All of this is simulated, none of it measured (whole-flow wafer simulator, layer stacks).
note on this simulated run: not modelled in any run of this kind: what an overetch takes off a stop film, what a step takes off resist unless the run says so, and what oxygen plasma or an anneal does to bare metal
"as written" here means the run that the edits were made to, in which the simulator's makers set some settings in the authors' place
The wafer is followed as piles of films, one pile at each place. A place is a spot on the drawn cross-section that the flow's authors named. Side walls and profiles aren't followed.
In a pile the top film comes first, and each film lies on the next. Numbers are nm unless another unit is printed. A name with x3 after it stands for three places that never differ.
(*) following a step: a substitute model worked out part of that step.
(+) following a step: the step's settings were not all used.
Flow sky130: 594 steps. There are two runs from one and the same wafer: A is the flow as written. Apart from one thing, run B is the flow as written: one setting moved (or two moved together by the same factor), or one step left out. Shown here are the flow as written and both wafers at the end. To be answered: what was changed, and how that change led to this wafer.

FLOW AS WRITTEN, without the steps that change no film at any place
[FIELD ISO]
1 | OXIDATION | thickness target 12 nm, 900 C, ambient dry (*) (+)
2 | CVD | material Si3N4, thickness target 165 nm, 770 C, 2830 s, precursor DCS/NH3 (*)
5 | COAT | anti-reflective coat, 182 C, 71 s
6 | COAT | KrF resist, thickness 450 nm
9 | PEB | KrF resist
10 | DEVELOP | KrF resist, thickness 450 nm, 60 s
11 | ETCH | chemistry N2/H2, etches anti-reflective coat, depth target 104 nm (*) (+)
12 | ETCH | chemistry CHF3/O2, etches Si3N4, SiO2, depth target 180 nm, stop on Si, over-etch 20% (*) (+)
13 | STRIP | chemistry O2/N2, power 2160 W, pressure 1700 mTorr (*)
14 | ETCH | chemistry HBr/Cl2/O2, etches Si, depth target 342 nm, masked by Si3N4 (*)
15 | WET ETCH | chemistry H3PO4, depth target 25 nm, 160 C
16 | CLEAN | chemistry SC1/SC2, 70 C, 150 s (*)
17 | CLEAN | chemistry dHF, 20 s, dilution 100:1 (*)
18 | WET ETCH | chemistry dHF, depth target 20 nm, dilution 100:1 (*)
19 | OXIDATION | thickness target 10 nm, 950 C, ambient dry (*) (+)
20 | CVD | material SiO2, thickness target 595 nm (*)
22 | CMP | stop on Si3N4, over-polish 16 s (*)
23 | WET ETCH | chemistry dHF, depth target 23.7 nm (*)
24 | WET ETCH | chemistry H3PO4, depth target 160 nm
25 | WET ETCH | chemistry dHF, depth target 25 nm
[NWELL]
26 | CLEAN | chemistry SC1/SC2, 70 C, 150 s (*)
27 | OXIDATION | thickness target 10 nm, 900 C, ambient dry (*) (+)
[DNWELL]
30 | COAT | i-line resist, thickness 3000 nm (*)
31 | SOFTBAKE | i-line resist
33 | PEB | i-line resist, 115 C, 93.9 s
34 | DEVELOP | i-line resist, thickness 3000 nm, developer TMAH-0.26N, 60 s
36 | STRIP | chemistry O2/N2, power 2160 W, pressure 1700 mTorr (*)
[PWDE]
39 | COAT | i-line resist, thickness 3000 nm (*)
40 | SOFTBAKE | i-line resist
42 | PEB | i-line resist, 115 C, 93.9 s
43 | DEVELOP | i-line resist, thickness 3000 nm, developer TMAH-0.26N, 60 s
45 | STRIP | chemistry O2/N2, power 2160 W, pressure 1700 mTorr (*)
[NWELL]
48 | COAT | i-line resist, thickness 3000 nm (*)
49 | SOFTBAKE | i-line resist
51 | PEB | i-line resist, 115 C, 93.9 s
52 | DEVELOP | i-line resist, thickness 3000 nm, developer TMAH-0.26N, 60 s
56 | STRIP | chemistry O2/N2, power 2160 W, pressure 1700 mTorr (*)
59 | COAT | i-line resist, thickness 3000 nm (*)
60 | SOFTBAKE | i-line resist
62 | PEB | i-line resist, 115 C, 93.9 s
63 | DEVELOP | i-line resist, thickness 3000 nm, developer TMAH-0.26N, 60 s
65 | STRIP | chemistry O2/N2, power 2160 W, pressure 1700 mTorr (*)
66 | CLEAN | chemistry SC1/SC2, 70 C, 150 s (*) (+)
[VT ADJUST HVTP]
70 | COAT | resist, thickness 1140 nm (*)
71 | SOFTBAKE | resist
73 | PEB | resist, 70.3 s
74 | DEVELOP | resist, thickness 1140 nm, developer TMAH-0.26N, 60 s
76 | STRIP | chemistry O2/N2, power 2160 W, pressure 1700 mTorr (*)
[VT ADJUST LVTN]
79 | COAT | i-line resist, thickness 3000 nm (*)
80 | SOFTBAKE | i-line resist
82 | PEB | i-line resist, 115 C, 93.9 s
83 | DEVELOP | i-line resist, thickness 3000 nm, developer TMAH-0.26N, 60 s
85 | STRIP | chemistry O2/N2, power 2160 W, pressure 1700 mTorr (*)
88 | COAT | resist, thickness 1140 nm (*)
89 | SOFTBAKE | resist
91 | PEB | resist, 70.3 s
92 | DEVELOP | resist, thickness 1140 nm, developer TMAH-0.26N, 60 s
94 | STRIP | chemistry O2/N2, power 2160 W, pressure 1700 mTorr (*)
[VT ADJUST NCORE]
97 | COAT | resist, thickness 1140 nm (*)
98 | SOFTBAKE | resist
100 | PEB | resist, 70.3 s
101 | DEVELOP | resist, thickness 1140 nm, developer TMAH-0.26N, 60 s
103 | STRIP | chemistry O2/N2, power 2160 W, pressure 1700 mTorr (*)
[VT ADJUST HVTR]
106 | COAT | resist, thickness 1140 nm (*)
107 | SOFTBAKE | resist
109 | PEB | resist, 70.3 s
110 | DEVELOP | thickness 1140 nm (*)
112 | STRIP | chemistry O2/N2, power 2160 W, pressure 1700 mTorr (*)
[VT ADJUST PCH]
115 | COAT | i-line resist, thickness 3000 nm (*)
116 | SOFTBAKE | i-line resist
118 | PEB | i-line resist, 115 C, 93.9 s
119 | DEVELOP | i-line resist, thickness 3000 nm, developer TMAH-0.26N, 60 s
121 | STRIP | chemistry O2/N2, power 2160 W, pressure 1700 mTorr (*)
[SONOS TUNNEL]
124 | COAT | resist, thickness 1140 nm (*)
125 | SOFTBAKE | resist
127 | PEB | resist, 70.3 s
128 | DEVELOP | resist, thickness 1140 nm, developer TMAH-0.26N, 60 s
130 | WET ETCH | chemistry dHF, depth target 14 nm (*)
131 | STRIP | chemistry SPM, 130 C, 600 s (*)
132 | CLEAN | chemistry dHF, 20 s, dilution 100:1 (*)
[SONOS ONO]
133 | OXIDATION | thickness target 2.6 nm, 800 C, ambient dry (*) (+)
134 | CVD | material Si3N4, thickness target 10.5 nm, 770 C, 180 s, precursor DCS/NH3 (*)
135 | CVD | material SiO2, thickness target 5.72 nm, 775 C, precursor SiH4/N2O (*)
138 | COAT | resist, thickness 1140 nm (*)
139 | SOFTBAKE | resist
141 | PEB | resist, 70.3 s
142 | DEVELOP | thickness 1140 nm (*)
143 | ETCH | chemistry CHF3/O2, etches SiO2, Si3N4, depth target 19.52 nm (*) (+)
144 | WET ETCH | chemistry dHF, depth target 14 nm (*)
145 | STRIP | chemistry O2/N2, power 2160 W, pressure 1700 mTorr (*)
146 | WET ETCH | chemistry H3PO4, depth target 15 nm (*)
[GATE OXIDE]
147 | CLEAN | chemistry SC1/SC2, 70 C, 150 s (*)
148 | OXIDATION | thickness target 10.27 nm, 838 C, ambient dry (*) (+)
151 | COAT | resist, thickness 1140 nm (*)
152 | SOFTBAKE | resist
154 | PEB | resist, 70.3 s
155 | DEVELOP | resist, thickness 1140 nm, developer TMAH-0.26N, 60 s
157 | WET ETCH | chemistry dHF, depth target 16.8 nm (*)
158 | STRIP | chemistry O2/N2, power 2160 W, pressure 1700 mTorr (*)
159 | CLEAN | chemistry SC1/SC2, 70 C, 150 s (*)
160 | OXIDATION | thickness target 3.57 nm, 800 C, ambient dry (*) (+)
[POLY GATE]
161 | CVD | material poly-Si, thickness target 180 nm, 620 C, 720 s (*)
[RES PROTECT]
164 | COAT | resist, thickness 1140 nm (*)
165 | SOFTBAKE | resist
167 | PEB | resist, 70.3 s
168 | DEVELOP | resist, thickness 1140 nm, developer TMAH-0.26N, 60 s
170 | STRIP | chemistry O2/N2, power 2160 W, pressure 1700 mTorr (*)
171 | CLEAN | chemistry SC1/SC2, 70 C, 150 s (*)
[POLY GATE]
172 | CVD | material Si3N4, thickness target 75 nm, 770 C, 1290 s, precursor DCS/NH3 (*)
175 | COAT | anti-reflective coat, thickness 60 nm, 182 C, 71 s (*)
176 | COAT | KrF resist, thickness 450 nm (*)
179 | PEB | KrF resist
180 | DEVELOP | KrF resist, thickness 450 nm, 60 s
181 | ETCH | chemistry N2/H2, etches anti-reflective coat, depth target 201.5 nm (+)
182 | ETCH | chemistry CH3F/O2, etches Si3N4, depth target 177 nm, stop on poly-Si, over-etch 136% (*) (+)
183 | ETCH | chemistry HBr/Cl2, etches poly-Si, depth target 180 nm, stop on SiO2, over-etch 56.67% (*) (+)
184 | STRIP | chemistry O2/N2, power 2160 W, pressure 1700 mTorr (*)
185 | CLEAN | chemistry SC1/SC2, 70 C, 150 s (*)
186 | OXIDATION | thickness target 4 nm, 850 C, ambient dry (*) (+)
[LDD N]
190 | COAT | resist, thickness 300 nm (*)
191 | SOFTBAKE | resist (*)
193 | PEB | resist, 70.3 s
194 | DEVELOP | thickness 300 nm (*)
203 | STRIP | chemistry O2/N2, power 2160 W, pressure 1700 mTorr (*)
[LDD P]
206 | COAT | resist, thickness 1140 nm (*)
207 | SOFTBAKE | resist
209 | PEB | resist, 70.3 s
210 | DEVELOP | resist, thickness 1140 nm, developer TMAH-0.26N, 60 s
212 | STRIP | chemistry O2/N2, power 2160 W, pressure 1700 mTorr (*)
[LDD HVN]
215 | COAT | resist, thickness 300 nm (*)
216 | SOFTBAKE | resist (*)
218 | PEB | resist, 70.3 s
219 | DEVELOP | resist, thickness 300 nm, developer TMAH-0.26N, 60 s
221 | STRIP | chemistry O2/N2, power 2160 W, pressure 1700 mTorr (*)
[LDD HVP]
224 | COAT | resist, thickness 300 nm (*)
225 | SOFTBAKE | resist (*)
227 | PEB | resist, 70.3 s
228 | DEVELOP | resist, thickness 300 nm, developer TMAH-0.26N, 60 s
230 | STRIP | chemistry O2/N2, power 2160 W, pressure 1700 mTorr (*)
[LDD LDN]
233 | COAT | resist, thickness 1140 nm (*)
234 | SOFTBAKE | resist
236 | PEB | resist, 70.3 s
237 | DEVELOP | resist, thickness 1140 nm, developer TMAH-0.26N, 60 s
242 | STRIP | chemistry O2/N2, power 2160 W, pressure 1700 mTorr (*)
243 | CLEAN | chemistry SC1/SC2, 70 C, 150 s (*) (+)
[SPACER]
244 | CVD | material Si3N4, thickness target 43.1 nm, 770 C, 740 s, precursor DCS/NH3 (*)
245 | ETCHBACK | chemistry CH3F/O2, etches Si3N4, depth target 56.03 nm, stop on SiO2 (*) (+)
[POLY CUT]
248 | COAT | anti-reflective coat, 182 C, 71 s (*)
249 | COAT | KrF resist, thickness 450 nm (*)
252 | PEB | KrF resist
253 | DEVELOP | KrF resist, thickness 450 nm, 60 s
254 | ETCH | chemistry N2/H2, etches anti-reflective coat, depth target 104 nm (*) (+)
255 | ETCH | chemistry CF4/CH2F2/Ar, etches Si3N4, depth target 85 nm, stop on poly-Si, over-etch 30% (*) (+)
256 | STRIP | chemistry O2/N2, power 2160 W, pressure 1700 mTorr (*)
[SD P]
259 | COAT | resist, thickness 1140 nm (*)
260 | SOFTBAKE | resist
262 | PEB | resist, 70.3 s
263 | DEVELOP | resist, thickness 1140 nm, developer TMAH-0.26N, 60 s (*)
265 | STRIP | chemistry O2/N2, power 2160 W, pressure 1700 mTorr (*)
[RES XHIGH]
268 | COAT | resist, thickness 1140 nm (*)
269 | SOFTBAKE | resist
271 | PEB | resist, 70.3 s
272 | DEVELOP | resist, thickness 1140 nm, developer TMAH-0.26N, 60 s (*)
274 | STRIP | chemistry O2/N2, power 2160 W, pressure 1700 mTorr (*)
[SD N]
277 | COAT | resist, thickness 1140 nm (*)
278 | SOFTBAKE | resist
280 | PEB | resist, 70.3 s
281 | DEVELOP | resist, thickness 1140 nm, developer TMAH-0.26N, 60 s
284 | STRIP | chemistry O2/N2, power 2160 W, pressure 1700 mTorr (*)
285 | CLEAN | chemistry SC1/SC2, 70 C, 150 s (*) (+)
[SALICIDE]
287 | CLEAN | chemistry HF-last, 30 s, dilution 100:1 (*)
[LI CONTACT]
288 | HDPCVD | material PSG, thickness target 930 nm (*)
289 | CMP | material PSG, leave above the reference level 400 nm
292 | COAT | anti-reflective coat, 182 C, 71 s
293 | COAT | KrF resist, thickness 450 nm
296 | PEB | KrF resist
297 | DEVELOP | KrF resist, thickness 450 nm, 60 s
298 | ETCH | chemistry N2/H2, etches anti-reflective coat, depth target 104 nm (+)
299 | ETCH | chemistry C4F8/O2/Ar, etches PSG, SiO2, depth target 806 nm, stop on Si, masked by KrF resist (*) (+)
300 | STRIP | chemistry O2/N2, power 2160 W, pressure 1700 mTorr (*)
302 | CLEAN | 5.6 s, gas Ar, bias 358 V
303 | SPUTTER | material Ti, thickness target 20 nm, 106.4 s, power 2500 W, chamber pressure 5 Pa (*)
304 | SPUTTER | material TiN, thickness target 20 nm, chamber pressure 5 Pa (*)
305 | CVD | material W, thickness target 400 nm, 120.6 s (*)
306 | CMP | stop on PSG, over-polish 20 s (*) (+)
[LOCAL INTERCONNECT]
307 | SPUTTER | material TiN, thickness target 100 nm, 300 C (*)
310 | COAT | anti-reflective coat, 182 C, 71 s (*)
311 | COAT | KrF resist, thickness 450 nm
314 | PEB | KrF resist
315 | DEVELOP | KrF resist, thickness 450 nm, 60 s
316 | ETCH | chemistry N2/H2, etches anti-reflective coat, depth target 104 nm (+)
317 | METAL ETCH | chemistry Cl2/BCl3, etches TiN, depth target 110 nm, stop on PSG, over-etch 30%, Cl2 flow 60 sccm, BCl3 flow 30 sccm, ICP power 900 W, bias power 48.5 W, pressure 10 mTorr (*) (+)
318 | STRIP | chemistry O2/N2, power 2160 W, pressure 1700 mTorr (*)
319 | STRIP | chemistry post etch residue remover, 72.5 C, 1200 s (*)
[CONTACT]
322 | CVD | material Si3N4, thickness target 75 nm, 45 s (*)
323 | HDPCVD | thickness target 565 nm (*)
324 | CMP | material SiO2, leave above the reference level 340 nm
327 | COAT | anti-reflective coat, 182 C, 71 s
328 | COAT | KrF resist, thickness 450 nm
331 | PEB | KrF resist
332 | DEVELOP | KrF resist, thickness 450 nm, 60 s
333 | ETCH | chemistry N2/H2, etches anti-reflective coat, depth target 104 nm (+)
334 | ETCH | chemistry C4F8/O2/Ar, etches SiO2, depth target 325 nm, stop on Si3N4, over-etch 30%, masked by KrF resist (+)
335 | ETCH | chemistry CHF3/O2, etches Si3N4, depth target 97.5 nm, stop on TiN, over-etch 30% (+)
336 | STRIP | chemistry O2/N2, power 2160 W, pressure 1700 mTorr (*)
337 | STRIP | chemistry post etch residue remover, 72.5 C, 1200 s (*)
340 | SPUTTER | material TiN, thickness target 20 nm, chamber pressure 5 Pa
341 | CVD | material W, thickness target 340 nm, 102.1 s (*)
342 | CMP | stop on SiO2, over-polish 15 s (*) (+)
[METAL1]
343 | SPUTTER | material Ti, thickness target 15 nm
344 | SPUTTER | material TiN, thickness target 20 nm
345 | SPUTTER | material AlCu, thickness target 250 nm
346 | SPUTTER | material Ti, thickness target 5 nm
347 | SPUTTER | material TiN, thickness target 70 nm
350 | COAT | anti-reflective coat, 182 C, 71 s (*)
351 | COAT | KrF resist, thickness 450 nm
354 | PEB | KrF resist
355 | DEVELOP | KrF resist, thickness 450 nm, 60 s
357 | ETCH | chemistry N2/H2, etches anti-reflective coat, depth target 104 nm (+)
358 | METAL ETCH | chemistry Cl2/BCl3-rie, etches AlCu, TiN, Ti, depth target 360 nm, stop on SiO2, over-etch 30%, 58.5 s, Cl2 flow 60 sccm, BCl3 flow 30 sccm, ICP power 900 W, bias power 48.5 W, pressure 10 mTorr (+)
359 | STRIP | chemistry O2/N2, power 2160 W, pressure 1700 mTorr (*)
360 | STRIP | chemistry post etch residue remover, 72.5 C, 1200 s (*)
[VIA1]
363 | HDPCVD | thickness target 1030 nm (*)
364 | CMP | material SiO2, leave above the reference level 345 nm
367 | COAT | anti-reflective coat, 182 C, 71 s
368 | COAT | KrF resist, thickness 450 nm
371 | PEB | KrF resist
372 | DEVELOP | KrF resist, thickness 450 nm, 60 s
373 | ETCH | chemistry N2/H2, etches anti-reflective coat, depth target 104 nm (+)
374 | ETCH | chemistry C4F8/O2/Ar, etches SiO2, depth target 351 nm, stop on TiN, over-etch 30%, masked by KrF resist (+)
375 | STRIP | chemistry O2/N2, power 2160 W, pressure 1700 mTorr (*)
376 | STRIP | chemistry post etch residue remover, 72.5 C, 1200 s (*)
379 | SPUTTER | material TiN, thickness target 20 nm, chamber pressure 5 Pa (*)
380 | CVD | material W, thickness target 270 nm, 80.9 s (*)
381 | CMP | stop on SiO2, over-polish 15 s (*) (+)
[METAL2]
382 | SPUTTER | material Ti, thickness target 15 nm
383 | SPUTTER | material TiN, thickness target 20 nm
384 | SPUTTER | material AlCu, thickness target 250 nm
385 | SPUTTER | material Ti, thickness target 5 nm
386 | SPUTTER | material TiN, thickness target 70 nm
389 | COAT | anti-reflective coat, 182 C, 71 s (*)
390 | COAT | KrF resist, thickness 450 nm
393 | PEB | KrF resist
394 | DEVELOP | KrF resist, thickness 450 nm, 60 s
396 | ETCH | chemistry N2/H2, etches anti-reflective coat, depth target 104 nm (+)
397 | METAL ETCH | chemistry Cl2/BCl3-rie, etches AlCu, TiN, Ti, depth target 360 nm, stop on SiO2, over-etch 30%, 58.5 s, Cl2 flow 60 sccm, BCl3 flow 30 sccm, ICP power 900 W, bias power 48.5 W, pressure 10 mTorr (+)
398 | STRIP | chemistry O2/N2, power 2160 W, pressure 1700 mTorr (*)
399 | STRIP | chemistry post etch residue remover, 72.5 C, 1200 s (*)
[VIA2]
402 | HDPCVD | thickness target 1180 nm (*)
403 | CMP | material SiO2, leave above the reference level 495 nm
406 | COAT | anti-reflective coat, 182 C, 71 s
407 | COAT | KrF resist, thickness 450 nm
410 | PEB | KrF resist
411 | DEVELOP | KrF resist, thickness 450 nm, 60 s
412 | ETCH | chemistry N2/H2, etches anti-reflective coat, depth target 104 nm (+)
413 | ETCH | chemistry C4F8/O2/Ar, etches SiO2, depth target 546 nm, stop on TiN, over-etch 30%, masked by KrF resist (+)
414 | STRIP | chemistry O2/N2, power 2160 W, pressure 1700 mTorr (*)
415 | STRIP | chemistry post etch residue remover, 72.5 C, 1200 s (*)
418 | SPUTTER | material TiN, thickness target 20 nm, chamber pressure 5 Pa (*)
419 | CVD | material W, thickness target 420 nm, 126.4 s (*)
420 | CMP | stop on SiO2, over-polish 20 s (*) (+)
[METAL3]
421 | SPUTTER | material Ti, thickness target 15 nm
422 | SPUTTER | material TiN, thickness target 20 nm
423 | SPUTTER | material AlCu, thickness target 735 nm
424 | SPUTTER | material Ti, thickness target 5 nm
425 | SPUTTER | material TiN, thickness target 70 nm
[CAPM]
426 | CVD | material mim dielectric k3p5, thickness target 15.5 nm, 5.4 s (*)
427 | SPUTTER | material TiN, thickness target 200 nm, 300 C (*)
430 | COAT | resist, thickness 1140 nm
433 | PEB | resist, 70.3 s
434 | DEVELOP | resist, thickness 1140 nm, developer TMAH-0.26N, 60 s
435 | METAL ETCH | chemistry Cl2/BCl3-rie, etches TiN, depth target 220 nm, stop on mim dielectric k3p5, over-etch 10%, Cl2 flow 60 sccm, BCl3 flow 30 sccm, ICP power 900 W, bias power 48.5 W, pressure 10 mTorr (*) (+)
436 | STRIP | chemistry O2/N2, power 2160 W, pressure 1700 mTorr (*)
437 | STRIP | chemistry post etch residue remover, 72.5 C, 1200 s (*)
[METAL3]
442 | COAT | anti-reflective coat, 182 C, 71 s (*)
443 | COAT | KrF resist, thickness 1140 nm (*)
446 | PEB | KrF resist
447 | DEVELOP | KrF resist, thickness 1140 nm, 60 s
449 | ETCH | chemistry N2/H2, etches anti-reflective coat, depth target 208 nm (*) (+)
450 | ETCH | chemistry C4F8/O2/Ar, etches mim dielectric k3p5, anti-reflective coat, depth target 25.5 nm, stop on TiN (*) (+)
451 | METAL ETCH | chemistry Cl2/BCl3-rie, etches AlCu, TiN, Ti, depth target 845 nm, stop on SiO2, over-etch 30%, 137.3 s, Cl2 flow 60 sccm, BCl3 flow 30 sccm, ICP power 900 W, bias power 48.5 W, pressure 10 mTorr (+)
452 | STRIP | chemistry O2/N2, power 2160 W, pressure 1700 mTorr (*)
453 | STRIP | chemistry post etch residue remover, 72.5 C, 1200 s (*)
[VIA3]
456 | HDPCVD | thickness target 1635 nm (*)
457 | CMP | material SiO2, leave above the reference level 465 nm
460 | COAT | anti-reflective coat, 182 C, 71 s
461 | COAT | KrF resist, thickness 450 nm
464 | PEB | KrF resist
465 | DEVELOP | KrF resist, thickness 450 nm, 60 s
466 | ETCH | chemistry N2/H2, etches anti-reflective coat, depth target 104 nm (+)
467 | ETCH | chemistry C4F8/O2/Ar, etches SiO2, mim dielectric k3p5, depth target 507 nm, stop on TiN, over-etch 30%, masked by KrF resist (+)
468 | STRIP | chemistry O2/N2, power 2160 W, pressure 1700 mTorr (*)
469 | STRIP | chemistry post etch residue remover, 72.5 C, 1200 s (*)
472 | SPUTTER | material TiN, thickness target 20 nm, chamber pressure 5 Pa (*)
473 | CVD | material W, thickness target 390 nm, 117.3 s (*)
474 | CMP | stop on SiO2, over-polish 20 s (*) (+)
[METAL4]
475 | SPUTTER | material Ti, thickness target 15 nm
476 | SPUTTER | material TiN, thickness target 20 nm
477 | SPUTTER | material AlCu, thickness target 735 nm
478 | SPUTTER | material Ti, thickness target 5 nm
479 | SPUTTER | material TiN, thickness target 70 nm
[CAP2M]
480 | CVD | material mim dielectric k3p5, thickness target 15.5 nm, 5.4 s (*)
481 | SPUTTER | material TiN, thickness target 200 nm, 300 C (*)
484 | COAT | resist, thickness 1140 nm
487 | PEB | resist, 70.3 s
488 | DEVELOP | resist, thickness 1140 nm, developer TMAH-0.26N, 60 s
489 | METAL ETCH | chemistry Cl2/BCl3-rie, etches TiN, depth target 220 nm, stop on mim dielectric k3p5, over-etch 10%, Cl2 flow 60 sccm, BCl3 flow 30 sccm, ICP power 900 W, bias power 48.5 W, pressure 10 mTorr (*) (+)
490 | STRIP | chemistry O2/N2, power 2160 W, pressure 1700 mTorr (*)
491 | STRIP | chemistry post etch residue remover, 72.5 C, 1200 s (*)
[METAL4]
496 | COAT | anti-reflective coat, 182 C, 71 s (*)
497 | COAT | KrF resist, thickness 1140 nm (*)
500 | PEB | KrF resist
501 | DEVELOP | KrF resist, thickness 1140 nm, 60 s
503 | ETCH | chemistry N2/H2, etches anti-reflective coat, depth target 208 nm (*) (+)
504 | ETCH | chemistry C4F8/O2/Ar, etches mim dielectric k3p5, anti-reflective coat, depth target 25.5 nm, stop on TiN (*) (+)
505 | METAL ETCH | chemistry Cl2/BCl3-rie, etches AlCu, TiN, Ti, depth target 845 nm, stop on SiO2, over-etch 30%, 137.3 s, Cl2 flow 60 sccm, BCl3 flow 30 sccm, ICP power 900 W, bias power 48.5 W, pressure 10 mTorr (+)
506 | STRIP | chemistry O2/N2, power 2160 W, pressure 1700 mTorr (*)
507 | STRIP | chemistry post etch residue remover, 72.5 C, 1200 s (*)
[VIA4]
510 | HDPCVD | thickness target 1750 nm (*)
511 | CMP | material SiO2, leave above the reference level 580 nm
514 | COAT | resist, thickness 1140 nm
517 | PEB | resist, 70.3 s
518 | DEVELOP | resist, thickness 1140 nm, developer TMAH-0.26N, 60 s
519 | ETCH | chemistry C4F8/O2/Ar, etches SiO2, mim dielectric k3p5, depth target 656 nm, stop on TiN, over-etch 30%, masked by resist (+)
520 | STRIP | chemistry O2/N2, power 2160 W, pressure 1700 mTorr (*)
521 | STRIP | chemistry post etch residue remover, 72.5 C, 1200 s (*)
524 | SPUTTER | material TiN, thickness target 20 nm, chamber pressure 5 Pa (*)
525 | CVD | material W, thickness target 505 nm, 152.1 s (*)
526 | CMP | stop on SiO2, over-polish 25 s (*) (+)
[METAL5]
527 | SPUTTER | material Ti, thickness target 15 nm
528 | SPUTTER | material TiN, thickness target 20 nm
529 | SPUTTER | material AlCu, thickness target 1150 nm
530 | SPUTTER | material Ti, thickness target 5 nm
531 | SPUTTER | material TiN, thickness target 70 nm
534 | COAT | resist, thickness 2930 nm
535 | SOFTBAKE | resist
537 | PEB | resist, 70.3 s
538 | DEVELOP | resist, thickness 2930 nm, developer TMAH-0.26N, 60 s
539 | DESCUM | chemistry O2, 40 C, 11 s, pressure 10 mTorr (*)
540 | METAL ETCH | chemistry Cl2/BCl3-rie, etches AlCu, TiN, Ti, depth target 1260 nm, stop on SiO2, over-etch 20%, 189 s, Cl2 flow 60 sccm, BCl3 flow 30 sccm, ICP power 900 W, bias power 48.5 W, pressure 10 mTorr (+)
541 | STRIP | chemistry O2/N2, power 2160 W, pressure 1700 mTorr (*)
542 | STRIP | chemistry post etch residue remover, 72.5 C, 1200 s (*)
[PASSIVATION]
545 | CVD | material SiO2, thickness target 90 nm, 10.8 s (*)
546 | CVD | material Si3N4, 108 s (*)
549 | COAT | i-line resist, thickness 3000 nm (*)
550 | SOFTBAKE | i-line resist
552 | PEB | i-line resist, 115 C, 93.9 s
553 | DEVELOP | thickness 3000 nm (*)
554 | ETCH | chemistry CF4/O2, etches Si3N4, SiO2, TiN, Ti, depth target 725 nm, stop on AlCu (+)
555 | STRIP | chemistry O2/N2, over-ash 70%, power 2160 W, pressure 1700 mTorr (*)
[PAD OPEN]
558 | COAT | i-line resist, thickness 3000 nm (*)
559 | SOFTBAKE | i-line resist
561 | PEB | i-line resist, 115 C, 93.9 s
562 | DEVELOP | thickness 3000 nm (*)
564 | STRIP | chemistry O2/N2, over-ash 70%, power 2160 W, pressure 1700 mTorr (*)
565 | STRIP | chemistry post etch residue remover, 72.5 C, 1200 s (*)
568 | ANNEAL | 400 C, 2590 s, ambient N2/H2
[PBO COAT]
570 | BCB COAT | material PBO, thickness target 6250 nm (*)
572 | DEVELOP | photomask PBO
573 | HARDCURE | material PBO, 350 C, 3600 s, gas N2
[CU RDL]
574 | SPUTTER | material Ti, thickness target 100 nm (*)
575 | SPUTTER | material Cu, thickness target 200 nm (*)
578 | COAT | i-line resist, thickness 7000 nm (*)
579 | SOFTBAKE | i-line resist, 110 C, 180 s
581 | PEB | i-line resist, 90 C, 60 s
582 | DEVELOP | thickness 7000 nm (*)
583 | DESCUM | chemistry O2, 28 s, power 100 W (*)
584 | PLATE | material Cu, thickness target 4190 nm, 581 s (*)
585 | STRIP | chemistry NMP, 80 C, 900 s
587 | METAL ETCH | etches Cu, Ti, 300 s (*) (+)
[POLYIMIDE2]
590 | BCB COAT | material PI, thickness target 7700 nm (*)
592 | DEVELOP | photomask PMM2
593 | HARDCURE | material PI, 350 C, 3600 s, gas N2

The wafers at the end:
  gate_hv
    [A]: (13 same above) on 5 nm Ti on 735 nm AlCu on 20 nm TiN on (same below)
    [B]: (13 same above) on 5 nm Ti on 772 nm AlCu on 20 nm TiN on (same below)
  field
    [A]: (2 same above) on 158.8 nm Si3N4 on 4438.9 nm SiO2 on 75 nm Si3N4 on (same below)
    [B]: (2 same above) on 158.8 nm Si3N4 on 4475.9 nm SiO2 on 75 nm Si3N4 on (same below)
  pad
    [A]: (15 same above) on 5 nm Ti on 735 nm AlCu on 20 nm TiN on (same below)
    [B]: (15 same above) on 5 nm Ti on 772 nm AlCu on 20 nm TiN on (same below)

The reason: step 423, SPUTTER: thickness target 772 nm was run, whereas the flow has thickness target 735 nm.
The wafer itself shows it: gate_hv has AlCu 772, and step 423 as written asks for 735 nm.

Step by step, how the change led to this:
  423 | SPUTTER | material AlCu, thickness target 735 nm
      field, active, n_well and 188 more: A AlCu gains 735 (new film) | B AlCu gains 772 (new film)
  451 | METAL ETCH | chemistry Cl2/BCl3-rie, etches AlCu, TiN, Ti, depth target 845 nm, stop on SiO2, over-etch 30%, 137.3 s, Cl2 flow 60 sccm, BCl3 flow 30 sccm, ICP power 900 W, bias power 48.5 W, pressure 10 mTorr (+)
      field, gate, spacer and 61 more: A TiN loses 70 (all of it), Ti loses 5 (all of it), AlCu loses 735 (all of it), TiN loses 20 (all of it), Ti loses 15 (all of it), SiO2 loses 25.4 | B TiN loses 70 (all of it), Ti loses 5 (all of it), AlCu loses 772 (all of it), TiN loses 20 (all of it), Ti loses 15 (all of it), SiO2 loses 21.6
      vpp_ln, vpp_iso2, ndiff_ln, ndiff_cd, via1_hole, via1_enc, via_li1, m2_ln_cd: A TiN loses 70 (all of it), Ti loses 5 (all of it), AlCu loses 735 (all of it), TiN loses 20 (all of it), Ti loses 15 (all of it), SiO2 loses 25.3 | B TiN loses 70 (all of it), Ti loses 5 (all of it), AlCu loses 772 (all of it), TiN loses 20 (all of it), Ti loses 15 (all of it), SiO2 loses 21.6
      (as well as at 13 more places)
  457 | CMP | material SiO2, leave above the reference level 465 nm
      field, active, gate and 82 more: A SiO2 loses 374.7 | B SiO2 loses 341.3
